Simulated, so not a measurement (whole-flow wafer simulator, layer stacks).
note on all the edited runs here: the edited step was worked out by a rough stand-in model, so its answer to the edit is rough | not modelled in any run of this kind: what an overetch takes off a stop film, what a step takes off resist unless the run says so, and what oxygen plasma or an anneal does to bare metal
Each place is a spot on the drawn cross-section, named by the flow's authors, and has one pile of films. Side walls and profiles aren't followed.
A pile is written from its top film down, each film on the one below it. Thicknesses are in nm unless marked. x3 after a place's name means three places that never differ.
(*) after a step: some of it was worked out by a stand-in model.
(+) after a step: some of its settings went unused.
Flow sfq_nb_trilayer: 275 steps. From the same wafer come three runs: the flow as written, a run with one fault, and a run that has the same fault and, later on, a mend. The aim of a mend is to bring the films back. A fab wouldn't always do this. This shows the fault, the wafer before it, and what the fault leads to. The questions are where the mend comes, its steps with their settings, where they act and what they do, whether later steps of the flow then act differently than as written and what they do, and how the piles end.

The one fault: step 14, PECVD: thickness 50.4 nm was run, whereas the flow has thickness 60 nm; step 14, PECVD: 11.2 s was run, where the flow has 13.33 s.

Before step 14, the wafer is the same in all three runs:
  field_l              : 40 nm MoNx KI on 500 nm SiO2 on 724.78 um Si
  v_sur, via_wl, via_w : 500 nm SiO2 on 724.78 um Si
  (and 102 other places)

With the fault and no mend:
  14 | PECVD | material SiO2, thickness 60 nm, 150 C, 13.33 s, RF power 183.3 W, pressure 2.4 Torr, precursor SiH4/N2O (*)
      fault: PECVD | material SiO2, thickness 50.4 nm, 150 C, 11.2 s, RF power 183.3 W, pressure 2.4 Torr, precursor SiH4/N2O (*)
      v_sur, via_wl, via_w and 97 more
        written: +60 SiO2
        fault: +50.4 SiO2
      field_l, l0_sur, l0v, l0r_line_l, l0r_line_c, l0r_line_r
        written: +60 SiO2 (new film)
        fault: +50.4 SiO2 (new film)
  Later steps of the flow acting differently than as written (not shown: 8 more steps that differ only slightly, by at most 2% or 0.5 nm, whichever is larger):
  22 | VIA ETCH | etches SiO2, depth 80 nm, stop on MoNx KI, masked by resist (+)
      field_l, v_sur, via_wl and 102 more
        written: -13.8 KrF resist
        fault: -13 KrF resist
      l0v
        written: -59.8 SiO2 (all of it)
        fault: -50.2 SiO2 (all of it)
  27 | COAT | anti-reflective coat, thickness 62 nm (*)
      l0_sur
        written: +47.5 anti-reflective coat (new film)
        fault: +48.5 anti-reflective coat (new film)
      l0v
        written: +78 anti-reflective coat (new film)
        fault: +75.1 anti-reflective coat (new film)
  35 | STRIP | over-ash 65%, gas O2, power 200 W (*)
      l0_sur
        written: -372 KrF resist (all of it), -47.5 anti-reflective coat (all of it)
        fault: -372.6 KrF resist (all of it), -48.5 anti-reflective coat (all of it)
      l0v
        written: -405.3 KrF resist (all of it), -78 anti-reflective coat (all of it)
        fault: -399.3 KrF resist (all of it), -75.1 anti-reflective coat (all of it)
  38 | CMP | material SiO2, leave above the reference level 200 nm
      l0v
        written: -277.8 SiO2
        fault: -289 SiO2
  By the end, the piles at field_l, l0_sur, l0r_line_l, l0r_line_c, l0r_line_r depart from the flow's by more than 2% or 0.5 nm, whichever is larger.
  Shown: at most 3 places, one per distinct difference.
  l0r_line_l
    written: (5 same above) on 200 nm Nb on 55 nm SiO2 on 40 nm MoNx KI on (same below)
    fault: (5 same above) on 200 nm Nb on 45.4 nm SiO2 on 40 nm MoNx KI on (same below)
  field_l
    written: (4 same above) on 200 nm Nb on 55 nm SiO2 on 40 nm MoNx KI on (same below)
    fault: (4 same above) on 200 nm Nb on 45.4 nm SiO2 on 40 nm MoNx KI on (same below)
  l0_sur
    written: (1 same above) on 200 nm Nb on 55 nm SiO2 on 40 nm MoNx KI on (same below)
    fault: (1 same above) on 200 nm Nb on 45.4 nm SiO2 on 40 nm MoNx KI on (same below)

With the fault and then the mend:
  The mend follows step 20.
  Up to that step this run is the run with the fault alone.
  20a | STRIP | over-ash 65%, gas O2, power 200 W (*)
      p4_fl x3, p4_w1 x9, p4_g1 x2 and 59 more
        -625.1 KrF resist (all of it), -62 anti-reflective coat (all of it)
      jj_sur, ce_l, c5j, ce_r, sp_r, be_r, r_sur
        -632 KrF resist (all of it), -63.7 anti-reflective coat (all of it)
      be, moat
        -632.3 KrF resist (all of it), -63.8 anti-reflective coat (all of it)
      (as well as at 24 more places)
  20b | PECVD | material SiO2, thickness 9.6 nm, 150 C, 2.133 s, RF power 183.3 W, pressure 2.4 Torr, precursor SiH4/N2O (the flow's step 14 again, with other settings)
      field_l, v_sur, via_wl and 103 more
        +9.6 SiO2
  20c | COAT | anti-reflective coat, thickness 62 nm (*) (the flow's step 15 again)
      p4_fl x3, p4_w1 x9, p4_g1 x2 and 59 more
        +62 anti-reflective coat (new film)
      be_sur, gap, jj_sur and 8 more
        +63.7 anti-reflective coat (new film)
      wire, be, moat, field_r, lsp_l
        +63.8 anti-reflective coat (new film)
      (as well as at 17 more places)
  20d | COAT | KrF resist, thickness 650 nm (*) (the flow's step 16 again)
      p4_fl x3, p4_w1 x9, p4_g1 x2 and 59 more
        +650 KrF resist (new film)
      ce_l, c5j, ce_r, sp_r, be_r
        +656.9 KrF resist (new film)
      gap, jj_sur, r_sur, res
        +657 KrF resist (new film)
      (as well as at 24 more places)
  20e | SOFTBAKE | KrF resist (the flow's step 17 again)
      alters no film at any place that is followed
  20f | EXPOSE | photomask L0V, dose 12.41 mJ/cm2, NA 0.6, wavelength 248 nm (*) (the flow's step 18 again)
      alters no film at any place that is followed
  20g | PEB | KrF resist, 90 s (the flow's step 19 again)
      p4_fl x3, p4_w1 x9, p4_g1 x2 and 59 more
        -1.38 KrF resist
      via_v, wire, be and 15 more
        -1.39 KrF resist
      v_sur, via_w, via_wr, via_sp, lsp_m, ln_m6, lsp_r
        -1.4 KrF resist
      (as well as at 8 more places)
  20h | DEVELOP | KrF resist, thickness 650 nm, 60 s (the flow's step 20 again)
      field_l, v_sur, via_wl and 102 more
        -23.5 KrF resist
      l0v
        -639 KrF resist (all of it)
  Every later step of the flow that is run acts as written, at every place that is followed, to within 2% or 0.5 nm, whichever is larger.
  The piles end the same as the flow's at every place that both follow.
